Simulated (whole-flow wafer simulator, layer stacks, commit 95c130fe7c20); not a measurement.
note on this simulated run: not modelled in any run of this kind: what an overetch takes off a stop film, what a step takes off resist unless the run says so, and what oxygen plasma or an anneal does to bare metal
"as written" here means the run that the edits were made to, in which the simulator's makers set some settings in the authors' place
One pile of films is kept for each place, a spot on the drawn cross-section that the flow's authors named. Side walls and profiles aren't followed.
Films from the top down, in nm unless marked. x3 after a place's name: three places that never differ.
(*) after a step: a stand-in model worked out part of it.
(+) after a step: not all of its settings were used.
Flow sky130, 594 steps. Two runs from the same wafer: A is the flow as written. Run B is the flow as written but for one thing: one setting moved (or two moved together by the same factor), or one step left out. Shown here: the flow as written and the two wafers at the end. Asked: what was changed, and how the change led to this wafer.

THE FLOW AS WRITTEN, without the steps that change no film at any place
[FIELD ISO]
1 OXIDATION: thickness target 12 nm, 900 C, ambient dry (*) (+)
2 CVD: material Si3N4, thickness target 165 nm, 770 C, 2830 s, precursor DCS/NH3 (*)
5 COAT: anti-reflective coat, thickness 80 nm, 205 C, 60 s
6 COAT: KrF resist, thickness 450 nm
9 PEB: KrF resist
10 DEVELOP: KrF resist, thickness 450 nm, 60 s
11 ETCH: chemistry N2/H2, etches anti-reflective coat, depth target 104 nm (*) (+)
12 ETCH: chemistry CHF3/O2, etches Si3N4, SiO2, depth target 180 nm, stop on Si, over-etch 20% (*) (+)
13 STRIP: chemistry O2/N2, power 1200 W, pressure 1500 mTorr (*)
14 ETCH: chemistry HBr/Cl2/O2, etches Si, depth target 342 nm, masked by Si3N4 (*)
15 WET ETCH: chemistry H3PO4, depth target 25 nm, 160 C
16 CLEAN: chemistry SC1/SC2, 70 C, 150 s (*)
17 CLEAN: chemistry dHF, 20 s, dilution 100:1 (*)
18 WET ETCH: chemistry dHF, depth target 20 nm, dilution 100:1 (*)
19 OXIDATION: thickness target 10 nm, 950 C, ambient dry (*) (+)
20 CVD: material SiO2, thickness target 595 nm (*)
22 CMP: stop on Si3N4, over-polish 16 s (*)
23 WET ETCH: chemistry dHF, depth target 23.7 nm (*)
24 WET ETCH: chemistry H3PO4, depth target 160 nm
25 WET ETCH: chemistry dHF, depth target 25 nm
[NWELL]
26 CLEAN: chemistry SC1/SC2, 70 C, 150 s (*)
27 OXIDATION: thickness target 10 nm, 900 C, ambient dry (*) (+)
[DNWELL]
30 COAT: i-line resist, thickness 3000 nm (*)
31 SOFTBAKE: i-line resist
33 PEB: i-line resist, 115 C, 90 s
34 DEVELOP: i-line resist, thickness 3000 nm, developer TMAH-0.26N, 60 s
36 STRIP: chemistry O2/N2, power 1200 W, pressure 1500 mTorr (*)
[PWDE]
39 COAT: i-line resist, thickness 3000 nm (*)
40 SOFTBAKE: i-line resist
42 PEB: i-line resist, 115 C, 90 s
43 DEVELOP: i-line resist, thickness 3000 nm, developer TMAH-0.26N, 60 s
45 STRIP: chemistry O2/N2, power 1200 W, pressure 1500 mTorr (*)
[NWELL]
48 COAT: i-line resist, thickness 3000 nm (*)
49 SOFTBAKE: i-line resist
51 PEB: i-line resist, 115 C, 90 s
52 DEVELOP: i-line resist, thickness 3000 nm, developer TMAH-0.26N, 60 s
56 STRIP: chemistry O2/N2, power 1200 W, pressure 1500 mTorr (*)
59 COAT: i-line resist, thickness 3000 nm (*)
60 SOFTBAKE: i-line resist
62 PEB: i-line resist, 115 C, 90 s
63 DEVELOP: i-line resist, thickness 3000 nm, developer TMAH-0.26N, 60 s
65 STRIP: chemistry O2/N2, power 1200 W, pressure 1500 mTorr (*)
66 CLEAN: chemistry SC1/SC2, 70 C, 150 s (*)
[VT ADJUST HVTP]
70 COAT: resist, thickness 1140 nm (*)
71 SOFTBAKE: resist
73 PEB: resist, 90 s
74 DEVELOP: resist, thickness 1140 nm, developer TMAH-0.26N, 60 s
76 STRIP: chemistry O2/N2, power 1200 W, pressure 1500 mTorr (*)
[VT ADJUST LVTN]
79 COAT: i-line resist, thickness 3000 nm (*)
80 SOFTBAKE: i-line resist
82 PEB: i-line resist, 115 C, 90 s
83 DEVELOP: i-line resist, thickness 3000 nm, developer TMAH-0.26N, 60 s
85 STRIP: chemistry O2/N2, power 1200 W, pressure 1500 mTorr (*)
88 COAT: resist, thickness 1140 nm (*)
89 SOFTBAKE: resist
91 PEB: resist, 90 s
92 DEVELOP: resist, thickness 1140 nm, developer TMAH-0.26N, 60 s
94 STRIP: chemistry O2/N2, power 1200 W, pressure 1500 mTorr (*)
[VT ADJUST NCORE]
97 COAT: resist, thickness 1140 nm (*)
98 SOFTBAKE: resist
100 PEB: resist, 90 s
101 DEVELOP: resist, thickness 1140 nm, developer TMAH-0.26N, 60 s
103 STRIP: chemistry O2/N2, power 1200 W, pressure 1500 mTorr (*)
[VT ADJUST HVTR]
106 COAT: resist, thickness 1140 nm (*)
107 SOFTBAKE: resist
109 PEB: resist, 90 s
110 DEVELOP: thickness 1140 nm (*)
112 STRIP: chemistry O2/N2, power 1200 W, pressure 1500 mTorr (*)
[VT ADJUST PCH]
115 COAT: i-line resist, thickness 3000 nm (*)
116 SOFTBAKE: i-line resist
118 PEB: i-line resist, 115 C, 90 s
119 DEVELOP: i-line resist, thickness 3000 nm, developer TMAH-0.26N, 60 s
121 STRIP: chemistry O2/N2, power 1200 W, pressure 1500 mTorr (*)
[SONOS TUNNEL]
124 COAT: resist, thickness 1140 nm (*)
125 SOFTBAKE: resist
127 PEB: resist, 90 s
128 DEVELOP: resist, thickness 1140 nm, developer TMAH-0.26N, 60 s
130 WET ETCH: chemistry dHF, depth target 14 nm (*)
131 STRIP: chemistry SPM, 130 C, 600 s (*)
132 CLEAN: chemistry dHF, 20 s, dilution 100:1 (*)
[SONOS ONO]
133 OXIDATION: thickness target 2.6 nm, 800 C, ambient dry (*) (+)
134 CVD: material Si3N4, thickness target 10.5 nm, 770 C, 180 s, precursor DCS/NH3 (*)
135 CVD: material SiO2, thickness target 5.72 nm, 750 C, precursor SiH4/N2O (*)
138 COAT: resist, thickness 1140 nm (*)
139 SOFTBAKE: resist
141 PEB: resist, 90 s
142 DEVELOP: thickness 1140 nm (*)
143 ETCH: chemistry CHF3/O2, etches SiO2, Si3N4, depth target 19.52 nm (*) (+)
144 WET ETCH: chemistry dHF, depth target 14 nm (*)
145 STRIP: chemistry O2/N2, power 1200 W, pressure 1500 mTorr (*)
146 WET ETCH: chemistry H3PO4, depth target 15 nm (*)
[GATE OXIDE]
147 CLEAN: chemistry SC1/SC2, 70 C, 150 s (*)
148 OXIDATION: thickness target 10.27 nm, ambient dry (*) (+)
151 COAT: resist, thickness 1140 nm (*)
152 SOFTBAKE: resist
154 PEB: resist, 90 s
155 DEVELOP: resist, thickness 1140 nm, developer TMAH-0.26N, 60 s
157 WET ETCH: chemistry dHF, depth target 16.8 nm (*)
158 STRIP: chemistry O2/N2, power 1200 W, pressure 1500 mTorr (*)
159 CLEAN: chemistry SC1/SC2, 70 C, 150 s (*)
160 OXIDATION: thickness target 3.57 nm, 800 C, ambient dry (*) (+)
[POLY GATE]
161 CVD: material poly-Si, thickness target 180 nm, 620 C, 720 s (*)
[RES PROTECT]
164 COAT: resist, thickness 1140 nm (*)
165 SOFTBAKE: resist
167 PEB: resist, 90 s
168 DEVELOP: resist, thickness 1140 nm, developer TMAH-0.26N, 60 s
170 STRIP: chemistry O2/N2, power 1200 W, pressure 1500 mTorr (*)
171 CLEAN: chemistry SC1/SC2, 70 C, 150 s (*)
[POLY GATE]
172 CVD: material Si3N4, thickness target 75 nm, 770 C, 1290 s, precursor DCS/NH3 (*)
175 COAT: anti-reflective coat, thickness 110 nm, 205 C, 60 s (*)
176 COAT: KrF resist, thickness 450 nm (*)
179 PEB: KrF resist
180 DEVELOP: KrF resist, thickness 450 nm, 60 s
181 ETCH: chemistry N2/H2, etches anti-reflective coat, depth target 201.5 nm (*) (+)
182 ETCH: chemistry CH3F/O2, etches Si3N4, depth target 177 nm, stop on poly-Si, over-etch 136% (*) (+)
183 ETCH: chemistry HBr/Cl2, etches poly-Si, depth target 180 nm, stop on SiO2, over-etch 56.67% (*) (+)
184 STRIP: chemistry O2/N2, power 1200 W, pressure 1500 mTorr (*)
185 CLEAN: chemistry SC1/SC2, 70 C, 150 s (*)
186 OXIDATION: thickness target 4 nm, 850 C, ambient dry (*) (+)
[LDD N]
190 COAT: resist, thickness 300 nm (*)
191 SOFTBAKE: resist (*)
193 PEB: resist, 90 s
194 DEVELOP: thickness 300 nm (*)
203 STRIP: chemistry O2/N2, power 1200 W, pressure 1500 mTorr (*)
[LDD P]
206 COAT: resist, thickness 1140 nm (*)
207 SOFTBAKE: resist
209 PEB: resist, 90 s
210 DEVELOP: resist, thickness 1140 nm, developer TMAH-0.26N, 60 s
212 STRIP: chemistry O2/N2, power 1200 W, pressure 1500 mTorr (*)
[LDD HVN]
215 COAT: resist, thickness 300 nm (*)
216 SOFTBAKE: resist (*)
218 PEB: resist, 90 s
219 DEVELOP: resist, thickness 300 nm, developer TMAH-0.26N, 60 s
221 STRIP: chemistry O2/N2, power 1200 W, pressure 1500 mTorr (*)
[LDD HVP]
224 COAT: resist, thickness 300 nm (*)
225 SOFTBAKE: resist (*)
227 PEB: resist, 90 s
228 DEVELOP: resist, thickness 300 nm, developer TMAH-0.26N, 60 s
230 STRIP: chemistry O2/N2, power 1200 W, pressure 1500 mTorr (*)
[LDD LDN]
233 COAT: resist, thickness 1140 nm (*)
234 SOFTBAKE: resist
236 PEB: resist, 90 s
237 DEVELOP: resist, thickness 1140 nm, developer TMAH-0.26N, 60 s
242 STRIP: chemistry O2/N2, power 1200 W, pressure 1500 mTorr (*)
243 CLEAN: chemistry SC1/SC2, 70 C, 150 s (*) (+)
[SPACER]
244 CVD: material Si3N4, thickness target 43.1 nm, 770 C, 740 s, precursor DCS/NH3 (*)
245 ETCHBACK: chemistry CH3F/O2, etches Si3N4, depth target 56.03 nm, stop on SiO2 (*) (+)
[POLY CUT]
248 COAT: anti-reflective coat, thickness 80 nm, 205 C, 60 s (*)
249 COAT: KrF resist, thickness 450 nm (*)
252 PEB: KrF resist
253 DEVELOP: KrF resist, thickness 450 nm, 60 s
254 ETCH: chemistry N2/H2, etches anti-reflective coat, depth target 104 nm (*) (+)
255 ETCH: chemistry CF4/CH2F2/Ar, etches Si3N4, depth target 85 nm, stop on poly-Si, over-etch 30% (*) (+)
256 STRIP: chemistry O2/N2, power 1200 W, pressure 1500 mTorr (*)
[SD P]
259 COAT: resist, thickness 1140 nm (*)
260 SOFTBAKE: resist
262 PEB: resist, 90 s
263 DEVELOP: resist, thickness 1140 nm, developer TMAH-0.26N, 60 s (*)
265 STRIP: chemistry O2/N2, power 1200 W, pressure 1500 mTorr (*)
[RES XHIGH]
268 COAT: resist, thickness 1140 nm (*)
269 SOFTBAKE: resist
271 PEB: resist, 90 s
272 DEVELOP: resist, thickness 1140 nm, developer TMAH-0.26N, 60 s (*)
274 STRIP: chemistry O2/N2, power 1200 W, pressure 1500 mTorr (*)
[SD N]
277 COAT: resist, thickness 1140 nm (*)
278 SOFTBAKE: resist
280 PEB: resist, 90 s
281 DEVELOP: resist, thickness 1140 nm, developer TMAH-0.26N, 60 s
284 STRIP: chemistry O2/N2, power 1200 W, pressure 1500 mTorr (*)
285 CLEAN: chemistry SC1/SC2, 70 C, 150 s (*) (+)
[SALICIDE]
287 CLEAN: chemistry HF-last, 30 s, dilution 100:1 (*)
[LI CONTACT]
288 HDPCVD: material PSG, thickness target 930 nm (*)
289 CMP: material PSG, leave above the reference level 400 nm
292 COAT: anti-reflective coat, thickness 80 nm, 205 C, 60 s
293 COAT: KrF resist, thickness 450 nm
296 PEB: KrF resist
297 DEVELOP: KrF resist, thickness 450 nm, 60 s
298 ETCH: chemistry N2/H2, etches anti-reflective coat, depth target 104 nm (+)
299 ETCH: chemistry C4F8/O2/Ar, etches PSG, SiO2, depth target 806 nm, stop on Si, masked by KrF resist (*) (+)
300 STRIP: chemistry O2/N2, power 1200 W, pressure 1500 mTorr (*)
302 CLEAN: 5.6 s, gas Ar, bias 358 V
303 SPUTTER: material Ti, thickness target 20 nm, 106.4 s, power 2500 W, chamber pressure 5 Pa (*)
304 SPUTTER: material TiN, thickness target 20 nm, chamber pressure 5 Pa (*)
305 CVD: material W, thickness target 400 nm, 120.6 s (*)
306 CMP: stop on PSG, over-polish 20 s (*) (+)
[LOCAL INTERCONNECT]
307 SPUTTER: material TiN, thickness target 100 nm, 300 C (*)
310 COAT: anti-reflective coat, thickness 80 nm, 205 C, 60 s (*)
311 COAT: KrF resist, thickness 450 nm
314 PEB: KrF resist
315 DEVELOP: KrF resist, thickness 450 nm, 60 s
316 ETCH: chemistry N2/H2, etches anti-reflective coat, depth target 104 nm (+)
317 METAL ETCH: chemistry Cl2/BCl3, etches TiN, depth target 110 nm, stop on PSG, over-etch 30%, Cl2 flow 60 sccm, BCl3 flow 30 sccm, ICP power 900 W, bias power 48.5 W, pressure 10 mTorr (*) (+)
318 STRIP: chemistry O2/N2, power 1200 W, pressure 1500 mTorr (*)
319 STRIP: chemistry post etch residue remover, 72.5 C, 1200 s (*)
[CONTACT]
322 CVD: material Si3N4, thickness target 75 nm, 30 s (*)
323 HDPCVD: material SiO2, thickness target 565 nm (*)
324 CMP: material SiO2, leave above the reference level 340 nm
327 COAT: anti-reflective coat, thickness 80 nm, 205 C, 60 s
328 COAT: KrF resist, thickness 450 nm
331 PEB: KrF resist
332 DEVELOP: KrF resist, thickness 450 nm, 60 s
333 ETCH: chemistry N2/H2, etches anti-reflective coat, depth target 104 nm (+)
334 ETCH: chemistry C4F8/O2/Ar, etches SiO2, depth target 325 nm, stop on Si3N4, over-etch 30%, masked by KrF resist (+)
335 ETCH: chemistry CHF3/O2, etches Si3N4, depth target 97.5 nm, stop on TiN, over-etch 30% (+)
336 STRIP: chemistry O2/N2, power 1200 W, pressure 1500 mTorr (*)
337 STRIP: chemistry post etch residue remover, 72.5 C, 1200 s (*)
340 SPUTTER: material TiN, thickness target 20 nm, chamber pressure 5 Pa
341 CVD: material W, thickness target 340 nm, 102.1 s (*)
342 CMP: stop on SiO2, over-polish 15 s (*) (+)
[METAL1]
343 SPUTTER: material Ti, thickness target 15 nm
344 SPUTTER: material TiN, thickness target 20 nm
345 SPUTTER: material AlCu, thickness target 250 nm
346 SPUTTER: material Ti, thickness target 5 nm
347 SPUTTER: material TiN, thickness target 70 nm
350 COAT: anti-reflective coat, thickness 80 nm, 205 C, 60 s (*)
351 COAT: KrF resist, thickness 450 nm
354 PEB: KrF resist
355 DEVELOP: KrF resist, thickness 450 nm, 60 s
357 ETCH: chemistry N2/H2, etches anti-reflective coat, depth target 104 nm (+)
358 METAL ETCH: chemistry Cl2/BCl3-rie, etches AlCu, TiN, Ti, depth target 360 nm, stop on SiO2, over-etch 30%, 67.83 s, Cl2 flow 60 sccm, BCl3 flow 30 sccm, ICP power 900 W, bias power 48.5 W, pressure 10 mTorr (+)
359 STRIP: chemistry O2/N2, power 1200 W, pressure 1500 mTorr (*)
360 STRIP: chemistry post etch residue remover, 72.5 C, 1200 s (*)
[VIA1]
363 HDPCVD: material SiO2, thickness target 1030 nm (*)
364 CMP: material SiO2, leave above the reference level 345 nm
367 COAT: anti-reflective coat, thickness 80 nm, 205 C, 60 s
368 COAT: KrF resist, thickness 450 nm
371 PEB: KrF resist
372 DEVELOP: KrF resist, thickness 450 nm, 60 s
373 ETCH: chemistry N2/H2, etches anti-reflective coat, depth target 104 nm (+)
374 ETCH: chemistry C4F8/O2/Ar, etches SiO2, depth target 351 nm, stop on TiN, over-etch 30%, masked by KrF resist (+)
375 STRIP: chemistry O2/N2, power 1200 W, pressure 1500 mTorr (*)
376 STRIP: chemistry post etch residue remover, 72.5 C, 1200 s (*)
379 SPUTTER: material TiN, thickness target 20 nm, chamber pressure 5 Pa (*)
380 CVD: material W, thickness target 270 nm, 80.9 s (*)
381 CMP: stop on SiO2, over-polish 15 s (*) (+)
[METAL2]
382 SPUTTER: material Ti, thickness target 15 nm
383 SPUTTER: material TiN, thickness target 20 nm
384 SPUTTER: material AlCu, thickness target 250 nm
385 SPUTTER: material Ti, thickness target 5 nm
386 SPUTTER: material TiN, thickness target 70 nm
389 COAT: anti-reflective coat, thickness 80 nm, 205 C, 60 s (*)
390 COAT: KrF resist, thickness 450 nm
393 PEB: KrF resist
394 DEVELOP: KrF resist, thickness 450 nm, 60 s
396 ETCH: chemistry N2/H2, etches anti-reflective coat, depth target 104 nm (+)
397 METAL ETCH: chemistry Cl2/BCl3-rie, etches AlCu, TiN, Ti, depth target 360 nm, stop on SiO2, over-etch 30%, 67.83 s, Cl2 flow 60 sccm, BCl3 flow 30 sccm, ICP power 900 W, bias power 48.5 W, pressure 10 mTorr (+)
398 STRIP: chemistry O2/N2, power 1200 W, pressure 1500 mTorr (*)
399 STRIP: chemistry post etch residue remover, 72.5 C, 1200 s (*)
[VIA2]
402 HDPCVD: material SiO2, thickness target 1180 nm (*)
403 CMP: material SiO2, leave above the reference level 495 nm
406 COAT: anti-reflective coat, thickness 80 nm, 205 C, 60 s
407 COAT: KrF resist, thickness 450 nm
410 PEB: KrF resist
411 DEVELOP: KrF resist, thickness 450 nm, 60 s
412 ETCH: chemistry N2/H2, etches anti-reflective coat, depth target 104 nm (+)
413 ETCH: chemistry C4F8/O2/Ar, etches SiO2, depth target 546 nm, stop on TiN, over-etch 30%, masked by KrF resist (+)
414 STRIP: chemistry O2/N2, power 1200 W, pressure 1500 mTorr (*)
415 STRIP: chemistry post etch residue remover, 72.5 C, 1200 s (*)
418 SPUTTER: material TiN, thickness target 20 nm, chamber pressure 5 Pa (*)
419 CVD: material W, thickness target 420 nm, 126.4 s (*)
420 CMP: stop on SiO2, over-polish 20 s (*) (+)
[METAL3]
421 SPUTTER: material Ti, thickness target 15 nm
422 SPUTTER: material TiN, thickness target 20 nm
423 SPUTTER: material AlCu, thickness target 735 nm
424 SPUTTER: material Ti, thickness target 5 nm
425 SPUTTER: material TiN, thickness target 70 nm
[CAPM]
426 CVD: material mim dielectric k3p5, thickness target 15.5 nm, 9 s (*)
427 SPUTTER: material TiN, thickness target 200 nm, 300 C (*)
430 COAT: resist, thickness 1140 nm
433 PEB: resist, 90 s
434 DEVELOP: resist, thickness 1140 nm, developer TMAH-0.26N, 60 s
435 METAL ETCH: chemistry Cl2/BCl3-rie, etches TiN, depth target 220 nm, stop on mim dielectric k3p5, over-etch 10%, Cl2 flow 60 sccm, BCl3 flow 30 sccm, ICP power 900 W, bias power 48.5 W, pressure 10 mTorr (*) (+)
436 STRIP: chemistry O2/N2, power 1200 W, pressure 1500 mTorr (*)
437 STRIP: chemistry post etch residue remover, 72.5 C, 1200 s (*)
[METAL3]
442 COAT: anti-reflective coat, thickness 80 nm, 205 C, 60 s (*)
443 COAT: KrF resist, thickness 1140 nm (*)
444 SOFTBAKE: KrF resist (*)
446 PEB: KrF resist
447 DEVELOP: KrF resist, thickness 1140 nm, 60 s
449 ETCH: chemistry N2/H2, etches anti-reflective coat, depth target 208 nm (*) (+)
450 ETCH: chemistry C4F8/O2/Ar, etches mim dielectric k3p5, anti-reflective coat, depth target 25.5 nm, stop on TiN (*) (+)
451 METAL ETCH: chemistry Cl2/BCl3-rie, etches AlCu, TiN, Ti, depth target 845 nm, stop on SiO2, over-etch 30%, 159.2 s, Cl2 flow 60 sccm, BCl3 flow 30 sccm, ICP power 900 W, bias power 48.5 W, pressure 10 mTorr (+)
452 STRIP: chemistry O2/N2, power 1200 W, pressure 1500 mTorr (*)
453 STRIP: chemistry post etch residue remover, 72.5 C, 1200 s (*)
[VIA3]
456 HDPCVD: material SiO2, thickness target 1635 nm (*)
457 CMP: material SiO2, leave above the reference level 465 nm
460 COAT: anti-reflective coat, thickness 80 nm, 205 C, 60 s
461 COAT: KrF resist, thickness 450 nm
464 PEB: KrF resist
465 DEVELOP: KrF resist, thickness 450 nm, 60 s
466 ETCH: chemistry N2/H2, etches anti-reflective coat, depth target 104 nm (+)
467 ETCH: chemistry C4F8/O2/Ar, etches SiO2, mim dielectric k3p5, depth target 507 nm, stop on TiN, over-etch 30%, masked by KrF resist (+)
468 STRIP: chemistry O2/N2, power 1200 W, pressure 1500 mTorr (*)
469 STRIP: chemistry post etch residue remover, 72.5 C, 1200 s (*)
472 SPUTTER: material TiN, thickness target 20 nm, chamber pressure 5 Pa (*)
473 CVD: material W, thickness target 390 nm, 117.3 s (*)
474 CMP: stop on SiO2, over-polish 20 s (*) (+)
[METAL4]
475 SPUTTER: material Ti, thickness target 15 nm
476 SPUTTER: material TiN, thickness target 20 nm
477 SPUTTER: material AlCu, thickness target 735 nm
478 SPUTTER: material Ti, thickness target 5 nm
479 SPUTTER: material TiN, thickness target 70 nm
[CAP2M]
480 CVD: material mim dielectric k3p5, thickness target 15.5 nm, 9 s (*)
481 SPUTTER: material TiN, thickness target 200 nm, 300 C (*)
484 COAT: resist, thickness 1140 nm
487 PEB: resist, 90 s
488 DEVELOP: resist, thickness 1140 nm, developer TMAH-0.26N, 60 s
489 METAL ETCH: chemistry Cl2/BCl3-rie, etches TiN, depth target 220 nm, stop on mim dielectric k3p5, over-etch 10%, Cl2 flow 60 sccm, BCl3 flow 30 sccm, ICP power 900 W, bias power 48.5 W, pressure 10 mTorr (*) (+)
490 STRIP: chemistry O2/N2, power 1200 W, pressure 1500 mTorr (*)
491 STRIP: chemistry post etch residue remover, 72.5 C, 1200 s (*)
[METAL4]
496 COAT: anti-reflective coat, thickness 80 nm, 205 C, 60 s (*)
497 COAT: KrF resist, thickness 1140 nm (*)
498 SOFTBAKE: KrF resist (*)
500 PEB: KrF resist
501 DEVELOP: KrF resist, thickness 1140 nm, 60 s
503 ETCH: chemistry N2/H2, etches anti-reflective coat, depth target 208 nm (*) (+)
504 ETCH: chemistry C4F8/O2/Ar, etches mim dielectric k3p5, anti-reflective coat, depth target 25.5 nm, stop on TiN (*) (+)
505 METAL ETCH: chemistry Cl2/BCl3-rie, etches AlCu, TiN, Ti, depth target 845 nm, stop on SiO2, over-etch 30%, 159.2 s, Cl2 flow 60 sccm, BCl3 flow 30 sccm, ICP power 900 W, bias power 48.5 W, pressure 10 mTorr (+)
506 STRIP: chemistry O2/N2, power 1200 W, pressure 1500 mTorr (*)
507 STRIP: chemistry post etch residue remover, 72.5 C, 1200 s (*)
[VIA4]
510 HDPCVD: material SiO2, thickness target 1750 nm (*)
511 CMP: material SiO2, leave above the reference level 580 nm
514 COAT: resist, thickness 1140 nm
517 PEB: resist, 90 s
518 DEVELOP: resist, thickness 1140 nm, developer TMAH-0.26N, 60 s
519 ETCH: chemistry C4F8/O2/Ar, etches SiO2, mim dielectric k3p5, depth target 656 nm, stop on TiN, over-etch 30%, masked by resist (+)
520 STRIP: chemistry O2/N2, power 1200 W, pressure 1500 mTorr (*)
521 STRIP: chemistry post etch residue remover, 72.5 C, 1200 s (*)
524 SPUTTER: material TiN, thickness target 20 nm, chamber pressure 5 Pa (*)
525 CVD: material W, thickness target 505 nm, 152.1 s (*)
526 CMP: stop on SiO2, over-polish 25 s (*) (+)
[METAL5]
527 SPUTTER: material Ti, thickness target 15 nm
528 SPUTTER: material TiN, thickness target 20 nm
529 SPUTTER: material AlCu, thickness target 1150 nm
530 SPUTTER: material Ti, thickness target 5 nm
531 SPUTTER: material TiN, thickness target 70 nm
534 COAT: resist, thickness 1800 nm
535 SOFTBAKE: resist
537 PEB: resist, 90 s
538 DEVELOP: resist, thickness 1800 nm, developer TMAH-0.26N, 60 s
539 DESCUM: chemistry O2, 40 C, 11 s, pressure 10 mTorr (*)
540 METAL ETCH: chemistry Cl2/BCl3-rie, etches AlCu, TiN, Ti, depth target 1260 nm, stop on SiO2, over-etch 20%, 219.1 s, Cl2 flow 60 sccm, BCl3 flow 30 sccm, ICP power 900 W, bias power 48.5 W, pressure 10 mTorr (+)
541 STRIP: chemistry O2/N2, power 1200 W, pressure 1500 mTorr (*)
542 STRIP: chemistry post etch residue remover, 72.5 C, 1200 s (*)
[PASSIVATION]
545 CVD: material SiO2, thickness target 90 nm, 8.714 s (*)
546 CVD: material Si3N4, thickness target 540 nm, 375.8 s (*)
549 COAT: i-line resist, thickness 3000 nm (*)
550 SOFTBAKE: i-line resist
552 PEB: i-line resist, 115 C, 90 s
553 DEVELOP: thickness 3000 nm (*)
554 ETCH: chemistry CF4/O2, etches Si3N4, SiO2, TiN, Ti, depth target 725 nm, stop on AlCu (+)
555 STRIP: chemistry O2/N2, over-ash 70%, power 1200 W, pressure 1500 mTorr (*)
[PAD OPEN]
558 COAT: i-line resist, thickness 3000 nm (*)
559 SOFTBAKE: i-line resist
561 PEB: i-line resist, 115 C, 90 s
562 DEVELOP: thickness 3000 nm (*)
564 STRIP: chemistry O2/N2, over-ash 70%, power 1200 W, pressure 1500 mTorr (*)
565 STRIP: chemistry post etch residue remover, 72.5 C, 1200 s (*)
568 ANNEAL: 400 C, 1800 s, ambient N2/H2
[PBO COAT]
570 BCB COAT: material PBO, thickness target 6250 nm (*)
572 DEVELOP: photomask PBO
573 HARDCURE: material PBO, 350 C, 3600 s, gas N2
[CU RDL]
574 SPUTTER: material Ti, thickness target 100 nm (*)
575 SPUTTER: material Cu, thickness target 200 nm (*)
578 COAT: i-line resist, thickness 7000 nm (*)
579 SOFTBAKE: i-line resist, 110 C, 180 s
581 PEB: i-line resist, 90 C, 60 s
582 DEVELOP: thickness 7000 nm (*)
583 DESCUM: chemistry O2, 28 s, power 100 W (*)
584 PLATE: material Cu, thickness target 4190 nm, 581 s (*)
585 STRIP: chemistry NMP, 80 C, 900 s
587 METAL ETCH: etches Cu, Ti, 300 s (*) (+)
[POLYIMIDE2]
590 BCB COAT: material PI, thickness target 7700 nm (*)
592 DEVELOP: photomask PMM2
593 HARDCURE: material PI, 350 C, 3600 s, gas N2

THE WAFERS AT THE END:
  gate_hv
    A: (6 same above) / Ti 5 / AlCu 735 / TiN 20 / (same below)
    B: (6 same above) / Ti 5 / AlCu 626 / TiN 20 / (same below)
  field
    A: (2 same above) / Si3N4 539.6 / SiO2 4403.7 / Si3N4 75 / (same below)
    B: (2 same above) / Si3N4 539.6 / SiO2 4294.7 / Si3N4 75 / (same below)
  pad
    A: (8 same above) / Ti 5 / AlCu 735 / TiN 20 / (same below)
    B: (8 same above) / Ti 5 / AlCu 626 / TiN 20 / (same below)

The cause: step 477, SPUTTER: thickness target 626 nm was run, where the flow has thickness target 735 nm.
It can be read off the wafer: gate_hv has AlCu 626, and step 477 as written asks for 735 nm.

How the change led to this, step by step:
  477 SPUTTER: material AlCu, thickness target 735 nm
      field, active, n_well and 189 more: A AlCu +735 (new film) | B AlCu +626 (new film)
  505 METAL ETCH: chemistry Cl2/BCl3-rie, etches AlCu, TiN, Ti, depth target 845 nm, stop on SiO2, over-etch 30%, 159.2 s, Cl2 flow 60 sccm, BCl3 flow 30 sccm, ICP power 900 W, bias power 48.5 W, pressure 10 mTorr (+)
      field, active, gate and 70 more: A TiN -70 (all of it), Ti -5 (all of it), AlCu -735 (all of it), TiN -20 (all of it), Ti -15 (all of it), SiO2 -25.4 | B TiN -70 (all of it), Ti -5 (all of it), AlCu -626 (all of it), TiN -20 (all of it), Ti -15 (all of it), SiO2 -36.2
      vpp_iso1, mim_edge_plate, m1_ln and 12 more: A TiN -70 (all of it), Ti -5 (all of it), AlCu -735 (all of it), TiN -20 (all of it), Ti -15 (all of it), SiO2 -25.3 | B TiN -70 (all of it), Ti -5 (all of it), AlCu -626 (all of it), TiN -20 (all of it), Ti -15 (all of it), SiO2 -36.2
  511 CMP: material SiO2, leave above the reference level 580 nm
      field, active, gate and 75 more: A SiO2 -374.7 | B SiO2 -472.8
      iso_guard__w1, mim_edge_gap, vpp_l1ln and 6 more: A SiO2 -374.6 | B SiO2 -472.8
      (and at 1 more place)
